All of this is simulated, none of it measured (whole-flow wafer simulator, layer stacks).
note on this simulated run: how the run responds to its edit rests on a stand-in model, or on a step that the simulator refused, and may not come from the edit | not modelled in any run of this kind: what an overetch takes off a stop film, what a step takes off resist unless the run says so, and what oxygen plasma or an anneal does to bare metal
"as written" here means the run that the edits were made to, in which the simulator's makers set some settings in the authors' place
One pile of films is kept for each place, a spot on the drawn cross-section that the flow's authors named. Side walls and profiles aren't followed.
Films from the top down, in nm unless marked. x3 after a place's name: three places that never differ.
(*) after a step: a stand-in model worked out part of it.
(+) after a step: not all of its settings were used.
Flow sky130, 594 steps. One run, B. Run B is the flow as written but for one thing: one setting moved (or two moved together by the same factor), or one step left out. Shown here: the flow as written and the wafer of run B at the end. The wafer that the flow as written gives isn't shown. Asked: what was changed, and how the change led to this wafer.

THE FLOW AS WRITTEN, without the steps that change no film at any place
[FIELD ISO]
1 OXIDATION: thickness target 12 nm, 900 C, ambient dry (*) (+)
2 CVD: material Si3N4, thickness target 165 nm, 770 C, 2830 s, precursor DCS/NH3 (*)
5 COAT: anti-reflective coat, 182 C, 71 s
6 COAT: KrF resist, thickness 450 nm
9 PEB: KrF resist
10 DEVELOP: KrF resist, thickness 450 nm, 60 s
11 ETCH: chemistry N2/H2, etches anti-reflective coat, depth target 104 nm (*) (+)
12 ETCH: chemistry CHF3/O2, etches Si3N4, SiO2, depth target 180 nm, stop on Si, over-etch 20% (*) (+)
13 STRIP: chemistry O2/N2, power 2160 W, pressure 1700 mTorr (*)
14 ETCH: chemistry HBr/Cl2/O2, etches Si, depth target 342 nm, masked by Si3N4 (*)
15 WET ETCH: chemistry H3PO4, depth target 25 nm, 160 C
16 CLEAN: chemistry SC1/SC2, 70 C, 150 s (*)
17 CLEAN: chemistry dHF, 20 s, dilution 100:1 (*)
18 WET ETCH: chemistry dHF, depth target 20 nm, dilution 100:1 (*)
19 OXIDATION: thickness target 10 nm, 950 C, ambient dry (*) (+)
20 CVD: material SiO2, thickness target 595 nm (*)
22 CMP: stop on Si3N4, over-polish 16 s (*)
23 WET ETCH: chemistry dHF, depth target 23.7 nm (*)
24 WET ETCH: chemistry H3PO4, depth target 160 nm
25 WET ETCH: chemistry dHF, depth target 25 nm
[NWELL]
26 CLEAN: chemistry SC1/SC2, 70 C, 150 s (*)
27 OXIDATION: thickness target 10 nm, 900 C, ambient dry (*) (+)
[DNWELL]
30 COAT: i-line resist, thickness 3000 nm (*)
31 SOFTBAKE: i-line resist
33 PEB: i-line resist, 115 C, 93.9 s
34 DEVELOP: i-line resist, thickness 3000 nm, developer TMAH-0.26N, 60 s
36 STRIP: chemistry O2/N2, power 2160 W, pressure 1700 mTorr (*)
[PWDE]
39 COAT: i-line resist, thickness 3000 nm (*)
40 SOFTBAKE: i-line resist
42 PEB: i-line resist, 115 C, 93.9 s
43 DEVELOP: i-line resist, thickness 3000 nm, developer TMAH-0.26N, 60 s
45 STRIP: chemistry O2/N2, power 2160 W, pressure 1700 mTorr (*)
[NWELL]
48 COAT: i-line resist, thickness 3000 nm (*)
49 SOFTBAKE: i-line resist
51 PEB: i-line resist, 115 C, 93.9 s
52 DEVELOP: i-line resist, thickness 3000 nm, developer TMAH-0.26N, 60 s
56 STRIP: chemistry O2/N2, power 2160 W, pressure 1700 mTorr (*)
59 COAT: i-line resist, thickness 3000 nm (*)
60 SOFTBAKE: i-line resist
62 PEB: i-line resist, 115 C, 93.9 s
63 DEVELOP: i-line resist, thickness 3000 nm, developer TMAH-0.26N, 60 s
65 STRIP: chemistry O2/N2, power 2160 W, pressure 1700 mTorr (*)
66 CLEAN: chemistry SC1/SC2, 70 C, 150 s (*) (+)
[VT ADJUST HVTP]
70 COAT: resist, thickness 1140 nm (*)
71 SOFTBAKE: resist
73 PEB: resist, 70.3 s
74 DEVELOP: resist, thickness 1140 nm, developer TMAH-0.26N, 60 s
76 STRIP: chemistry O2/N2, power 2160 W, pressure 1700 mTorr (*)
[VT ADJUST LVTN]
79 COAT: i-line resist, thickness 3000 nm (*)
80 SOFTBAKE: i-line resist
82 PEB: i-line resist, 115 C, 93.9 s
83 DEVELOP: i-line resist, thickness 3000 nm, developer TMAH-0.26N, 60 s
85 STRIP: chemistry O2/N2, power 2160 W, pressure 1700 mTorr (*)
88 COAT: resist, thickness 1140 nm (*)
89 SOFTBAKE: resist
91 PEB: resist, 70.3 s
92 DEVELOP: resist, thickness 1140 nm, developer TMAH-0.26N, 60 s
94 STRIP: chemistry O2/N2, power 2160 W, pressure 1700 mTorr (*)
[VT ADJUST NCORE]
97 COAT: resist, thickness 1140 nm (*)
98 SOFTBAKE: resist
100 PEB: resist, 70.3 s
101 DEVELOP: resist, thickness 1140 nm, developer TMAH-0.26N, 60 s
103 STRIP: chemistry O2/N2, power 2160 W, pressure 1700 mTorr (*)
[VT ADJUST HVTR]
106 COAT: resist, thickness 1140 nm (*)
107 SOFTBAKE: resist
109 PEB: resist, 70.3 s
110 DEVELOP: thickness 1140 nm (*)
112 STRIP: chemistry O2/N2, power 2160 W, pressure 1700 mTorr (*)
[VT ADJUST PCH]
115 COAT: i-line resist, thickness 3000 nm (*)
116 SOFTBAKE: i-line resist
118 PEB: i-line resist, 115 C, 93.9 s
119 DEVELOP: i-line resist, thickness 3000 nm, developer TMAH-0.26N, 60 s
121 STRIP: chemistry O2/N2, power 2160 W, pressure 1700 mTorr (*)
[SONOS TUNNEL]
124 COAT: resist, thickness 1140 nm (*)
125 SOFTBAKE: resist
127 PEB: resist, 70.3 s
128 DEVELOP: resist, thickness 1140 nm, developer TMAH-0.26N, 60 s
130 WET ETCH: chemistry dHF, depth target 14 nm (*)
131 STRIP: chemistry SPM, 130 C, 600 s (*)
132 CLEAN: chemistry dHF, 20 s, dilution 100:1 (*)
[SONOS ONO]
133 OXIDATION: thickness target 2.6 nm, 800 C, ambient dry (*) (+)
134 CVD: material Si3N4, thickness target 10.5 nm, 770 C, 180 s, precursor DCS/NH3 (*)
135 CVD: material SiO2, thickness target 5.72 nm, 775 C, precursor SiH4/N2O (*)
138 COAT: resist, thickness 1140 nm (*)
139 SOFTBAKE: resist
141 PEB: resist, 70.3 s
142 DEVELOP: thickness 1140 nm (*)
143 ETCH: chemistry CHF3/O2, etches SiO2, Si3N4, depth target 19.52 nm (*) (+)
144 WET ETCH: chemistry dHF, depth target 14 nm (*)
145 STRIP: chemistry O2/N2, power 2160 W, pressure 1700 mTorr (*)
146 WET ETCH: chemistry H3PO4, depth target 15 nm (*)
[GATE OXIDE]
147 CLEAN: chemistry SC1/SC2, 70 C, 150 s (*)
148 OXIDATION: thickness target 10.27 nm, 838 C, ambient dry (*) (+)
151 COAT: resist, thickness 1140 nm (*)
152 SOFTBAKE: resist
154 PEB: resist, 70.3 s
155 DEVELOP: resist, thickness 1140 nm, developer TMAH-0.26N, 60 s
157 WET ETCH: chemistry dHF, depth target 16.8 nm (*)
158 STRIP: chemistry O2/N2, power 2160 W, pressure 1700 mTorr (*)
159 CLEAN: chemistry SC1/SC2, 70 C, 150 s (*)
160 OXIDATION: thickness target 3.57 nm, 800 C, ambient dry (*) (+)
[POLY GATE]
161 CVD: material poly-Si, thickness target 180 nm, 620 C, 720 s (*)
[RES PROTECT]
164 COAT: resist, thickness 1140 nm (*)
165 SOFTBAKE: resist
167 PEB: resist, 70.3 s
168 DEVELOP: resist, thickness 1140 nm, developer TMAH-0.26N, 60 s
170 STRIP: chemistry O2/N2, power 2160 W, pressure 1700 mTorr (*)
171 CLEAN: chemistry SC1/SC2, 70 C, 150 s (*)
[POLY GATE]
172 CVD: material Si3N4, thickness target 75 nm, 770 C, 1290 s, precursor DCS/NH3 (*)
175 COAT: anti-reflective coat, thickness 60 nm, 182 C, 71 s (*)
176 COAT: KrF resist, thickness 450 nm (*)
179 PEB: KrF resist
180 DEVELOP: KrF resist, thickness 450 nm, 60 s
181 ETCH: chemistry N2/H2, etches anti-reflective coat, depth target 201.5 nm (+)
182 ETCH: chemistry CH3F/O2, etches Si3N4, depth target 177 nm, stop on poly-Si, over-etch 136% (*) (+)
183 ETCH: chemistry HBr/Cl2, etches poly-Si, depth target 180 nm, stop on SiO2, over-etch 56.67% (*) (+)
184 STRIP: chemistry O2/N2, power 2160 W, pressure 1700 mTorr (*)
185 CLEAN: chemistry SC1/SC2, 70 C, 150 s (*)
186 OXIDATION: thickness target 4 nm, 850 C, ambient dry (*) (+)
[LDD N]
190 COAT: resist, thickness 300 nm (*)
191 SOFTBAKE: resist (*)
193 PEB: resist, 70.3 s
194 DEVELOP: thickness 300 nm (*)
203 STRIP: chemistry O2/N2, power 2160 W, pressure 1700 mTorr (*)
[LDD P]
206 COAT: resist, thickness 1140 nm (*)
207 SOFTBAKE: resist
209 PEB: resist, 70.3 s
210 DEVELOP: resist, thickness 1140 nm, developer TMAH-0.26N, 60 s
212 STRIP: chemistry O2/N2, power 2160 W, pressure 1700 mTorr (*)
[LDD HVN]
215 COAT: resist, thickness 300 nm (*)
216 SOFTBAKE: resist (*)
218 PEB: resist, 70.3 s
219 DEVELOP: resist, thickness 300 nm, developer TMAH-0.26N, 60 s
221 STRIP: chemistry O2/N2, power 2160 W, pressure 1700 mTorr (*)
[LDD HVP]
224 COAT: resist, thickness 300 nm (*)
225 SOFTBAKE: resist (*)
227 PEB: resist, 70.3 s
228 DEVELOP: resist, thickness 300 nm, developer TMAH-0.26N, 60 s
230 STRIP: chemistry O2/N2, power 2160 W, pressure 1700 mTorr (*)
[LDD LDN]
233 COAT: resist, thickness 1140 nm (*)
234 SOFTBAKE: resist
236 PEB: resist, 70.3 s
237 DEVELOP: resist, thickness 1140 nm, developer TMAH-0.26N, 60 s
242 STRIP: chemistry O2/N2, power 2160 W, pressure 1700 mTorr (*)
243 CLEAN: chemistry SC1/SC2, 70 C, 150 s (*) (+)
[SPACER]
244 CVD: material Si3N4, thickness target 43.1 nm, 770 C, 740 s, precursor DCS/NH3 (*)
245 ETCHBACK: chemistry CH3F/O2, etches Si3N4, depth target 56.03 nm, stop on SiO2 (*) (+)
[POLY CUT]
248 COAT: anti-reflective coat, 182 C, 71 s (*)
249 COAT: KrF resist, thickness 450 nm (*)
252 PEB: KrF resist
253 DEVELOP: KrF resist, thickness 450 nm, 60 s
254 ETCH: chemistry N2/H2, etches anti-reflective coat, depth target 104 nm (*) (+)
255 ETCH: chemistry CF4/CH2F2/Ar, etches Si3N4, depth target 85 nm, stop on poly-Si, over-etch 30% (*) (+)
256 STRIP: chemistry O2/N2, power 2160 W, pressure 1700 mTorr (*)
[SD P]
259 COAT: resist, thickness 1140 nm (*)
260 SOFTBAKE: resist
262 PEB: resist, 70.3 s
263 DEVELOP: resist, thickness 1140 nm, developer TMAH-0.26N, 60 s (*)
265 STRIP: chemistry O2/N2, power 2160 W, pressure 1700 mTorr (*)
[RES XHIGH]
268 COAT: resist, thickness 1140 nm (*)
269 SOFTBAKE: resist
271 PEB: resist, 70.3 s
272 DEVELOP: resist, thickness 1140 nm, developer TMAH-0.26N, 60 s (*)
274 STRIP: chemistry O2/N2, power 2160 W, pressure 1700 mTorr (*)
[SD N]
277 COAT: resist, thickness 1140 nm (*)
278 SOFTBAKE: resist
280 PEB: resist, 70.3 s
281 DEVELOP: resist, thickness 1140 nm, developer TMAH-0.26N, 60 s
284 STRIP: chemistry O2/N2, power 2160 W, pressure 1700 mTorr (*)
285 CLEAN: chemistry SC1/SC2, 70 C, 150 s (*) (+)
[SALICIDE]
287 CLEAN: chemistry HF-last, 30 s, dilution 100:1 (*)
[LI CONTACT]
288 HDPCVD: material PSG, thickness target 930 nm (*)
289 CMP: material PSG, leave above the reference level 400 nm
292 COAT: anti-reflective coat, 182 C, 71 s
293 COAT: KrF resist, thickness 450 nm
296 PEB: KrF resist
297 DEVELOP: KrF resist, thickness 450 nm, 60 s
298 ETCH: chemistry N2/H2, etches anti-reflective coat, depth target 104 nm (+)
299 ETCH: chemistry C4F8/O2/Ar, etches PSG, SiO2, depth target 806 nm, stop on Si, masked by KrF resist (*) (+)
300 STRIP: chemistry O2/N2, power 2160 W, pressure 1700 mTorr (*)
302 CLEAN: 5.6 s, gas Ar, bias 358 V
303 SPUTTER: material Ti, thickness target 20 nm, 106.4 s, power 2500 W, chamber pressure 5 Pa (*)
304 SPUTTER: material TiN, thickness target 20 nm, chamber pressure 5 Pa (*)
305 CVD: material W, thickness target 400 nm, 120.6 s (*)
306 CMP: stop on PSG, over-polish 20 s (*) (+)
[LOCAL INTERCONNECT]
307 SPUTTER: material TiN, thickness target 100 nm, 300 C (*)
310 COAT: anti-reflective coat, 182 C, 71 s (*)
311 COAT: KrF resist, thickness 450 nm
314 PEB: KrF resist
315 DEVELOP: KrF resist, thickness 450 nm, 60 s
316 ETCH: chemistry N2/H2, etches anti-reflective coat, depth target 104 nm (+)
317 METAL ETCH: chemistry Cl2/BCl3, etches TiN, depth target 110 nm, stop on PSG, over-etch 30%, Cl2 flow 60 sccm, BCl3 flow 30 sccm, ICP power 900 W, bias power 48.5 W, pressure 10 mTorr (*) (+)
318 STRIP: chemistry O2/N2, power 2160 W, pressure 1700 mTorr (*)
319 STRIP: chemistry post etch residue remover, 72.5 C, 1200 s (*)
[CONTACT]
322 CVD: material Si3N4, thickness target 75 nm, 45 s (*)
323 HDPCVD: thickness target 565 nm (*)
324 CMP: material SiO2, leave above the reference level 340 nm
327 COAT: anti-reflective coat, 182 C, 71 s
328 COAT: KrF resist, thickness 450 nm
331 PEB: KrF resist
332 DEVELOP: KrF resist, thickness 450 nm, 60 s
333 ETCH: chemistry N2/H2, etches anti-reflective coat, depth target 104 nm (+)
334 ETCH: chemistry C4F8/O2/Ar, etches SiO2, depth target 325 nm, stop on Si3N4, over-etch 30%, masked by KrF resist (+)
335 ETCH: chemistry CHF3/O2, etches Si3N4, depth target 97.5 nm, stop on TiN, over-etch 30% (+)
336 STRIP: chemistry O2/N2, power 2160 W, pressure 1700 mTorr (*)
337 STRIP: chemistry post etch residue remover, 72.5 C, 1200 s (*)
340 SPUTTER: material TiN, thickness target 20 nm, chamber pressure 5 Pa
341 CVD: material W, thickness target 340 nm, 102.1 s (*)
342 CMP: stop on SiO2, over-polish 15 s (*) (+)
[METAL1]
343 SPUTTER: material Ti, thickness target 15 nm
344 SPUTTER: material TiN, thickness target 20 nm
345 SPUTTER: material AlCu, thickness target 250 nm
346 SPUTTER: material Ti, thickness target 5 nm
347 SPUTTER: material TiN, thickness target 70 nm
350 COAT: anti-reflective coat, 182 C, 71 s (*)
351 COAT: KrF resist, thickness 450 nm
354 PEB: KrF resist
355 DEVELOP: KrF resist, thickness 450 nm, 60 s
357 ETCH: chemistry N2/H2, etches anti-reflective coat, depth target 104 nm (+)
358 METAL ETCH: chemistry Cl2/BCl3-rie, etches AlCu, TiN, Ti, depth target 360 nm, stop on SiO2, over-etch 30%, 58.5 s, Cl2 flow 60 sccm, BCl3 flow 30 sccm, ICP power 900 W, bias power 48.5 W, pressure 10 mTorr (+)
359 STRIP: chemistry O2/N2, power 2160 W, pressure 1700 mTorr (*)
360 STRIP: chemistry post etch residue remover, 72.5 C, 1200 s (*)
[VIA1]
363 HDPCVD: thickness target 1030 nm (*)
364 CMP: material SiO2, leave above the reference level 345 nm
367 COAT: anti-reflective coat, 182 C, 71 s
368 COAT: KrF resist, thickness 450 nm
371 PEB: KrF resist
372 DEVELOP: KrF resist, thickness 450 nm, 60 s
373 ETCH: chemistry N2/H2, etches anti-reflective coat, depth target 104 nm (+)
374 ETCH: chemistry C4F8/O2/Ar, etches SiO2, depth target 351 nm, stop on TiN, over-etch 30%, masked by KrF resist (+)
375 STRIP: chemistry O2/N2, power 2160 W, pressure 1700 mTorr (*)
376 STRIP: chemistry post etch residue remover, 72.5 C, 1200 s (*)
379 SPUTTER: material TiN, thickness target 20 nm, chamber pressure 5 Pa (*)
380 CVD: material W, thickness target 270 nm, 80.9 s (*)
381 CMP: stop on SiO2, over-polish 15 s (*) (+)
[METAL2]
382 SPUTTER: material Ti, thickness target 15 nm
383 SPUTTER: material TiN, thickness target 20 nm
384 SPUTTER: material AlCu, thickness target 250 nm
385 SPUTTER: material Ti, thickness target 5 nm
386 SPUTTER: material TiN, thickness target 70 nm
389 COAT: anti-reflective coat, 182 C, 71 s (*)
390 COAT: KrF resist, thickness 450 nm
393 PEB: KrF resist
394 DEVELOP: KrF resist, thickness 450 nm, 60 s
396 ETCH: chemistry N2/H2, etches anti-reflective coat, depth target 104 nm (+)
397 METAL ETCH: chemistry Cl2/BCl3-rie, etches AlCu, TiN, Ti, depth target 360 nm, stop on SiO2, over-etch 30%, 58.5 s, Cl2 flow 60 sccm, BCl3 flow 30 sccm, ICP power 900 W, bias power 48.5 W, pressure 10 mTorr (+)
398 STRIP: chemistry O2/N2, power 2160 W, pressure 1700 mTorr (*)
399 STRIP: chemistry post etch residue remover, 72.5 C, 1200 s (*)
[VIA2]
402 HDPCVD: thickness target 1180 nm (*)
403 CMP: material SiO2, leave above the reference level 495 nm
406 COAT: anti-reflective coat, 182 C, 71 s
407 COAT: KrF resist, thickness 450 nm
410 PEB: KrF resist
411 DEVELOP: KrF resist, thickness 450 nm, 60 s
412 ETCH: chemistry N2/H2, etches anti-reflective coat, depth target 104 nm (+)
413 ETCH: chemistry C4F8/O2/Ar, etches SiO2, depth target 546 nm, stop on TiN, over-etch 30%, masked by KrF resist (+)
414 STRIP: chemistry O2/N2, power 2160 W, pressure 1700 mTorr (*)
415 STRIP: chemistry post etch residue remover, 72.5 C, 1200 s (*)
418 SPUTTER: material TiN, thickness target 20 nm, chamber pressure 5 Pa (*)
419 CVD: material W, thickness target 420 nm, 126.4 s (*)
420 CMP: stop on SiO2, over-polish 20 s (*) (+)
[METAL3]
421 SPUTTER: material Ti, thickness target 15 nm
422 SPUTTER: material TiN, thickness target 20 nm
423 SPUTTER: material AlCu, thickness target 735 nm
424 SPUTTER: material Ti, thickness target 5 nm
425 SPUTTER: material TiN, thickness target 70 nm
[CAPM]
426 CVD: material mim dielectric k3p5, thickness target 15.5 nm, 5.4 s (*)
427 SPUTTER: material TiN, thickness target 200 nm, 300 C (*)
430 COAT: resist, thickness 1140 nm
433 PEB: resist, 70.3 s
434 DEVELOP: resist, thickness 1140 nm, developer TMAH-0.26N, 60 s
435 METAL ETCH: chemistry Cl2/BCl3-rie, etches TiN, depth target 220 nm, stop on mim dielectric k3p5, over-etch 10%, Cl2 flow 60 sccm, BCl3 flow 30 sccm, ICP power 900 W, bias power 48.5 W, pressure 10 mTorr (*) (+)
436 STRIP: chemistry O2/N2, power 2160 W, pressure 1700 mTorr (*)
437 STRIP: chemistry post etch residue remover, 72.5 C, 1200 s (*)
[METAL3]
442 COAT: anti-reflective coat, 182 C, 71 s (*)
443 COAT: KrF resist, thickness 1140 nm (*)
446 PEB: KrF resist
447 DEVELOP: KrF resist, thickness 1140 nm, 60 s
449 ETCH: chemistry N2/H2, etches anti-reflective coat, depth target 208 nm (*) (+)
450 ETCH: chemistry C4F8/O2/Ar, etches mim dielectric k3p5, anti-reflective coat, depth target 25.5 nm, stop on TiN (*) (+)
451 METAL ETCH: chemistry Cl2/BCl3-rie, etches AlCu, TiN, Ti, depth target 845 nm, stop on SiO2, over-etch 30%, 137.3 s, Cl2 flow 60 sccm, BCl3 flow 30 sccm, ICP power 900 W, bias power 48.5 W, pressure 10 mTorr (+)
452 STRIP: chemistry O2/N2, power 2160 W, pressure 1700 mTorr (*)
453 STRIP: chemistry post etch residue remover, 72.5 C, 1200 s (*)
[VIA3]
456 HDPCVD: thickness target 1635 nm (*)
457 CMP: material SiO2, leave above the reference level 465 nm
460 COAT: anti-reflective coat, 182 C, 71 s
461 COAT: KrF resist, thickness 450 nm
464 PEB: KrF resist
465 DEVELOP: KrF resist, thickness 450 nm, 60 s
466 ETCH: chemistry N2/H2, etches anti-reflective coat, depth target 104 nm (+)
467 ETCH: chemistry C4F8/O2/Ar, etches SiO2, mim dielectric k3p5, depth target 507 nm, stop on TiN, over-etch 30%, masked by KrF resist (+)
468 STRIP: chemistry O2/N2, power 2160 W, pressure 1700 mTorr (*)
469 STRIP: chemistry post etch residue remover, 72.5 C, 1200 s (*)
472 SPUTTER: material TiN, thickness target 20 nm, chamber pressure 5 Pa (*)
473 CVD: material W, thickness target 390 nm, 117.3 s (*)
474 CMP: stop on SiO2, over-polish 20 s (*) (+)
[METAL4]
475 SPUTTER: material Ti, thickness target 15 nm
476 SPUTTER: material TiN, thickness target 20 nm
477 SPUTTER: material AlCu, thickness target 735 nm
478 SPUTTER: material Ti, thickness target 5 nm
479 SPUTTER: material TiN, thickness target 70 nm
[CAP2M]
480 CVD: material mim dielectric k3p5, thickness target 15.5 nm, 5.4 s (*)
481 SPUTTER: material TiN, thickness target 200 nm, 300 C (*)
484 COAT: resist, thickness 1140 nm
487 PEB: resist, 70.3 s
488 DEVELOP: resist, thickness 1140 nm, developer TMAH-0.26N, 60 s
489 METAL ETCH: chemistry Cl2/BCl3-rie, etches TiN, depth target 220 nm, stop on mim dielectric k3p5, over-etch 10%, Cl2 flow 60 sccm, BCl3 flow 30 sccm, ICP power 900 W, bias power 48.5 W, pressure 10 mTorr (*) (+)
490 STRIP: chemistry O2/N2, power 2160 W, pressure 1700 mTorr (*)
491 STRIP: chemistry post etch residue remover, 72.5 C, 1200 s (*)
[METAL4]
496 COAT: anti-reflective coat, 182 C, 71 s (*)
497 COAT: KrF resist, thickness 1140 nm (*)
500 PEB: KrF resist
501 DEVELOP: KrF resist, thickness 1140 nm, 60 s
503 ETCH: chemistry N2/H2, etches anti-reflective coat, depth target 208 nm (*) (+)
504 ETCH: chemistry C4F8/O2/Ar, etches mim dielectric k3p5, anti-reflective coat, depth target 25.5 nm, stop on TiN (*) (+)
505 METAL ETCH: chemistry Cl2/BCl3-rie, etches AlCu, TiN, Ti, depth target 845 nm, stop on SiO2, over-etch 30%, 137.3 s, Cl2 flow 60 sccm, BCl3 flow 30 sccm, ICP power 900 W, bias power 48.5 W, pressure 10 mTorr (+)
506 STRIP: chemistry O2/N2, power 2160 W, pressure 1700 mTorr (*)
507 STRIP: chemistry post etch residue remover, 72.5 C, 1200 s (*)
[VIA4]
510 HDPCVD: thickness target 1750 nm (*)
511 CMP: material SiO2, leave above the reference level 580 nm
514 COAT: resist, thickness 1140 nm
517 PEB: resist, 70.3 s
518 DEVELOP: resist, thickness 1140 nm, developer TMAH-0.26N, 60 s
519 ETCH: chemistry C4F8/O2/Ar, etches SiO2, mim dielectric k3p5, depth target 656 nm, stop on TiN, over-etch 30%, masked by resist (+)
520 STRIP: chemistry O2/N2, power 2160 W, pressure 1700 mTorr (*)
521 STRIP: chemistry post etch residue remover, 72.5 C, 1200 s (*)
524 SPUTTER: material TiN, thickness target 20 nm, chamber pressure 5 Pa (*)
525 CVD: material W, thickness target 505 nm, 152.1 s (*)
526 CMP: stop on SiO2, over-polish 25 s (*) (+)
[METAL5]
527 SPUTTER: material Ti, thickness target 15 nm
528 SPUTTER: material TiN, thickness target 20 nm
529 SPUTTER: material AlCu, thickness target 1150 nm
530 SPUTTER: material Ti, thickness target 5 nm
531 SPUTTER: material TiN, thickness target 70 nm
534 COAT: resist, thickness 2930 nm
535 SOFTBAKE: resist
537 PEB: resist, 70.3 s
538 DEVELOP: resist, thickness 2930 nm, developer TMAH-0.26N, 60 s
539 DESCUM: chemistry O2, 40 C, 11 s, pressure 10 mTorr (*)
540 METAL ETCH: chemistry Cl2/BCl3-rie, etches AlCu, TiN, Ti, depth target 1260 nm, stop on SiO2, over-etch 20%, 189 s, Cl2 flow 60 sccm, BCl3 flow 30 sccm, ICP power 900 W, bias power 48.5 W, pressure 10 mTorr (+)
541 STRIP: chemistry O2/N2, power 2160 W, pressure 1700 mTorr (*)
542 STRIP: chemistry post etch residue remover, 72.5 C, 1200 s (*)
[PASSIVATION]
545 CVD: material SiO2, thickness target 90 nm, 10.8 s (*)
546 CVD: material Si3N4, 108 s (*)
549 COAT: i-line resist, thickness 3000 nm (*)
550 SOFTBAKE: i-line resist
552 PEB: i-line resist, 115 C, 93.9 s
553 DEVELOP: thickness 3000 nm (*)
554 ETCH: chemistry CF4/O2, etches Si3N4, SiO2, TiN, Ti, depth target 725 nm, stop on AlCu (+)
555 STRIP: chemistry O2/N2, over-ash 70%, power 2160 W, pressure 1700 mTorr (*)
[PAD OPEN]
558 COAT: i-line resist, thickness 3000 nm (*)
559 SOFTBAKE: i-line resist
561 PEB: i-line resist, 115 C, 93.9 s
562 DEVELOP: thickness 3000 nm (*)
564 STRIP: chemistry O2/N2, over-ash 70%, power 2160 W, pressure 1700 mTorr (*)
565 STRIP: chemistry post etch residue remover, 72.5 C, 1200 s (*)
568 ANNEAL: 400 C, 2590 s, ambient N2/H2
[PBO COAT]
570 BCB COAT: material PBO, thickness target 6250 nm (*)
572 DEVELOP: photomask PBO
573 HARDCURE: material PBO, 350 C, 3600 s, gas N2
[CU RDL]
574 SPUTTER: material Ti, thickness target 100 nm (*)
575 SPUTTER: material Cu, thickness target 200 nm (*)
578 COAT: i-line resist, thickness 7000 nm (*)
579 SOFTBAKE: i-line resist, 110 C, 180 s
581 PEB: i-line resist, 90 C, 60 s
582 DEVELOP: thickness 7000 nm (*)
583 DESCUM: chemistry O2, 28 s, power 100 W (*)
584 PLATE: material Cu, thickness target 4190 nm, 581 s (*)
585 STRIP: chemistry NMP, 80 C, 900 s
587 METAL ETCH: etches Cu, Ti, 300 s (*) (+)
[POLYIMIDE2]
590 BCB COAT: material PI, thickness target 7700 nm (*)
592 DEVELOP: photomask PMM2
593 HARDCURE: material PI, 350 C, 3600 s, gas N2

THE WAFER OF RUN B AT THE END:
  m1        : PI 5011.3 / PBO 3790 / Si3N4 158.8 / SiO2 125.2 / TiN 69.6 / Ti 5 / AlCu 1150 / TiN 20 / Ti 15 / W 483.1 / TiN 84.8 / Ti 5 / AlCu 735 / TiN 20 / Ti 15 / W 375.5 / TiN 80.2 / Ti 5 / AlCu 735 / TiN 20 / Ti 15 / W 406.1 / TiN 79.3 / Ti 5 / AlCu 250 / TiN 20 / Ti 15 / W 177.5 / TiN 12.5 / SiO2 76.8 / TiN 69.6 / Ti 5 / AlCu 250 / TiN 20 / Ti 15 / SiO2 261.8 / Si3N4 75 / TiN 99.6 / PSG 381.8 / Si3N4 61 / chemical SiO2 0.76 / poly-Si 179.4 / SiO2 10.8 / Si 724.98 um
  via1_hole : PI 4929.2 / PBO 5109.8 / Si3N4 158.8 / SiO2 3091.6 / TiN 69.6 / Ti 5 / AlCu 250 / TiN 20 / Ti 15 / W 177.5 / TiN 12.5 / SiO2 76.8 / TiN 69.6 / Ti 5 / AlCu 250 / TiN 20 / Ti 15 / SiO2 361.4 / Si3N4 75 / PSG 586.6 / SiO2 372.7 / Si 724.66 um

The cause: step 374, ETCH: depth target 193 nm was run, where the flow has depth target 351 nm.

How the change led to this, step by step:
  374 ETCH: chemistry C4F8/O2/Ar, etches SiO2, depth target 351 nm, stop on TiN, over-etch 30%, masked by KrF resist (+)
      m1, via1_hole: SiO2 -193 (as written it would be: SiO2 -269.8 (all of it))
      field, active, n_well and 186 more: KrF resist -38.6 (as written it would be: KrF resist -70.1)
  375 STRIP: chemistry O2/N2, power 2160 W, pressure 1700 mTorr (*)
      field, active, n_well and 186 more: KrF resist -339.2 (all of it), anti-reflective coat -80 (all of it) (as written it would be: KrF resist -307.7 (all of it), anti-reflective coat -80 (all of it))
  379 SPUTTER: material TiN, thickness target 20 nm, chamber pressure 5 Pa (*)
      m1: TiN +12.5 (new film) (as written it would be: TiN +11)
      via1_hole: TiN +12.5 (new film) (as written it would be: TiN +10.9)
  380 CVD: material W, thickness target 270 nm, 80.9 s (*)
      m1, via1_hole: W +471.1 (new film) (as written it would be: W +549.9 (new film))
Counting metal films that touch as one body, m1 has 3 bodies (between them, from the top down: SiO2 76.8; SiO2 261.8 / Si3N4 75); the flow as written gives 2 bodies (between them, from the top down: SiO2 261.8 / Si3N4 75).
Counting metal films that touch as one body, via1_hole has 2 bodies (between them, from the top down: SiO2 76.8); the flow as written gives 1 body.
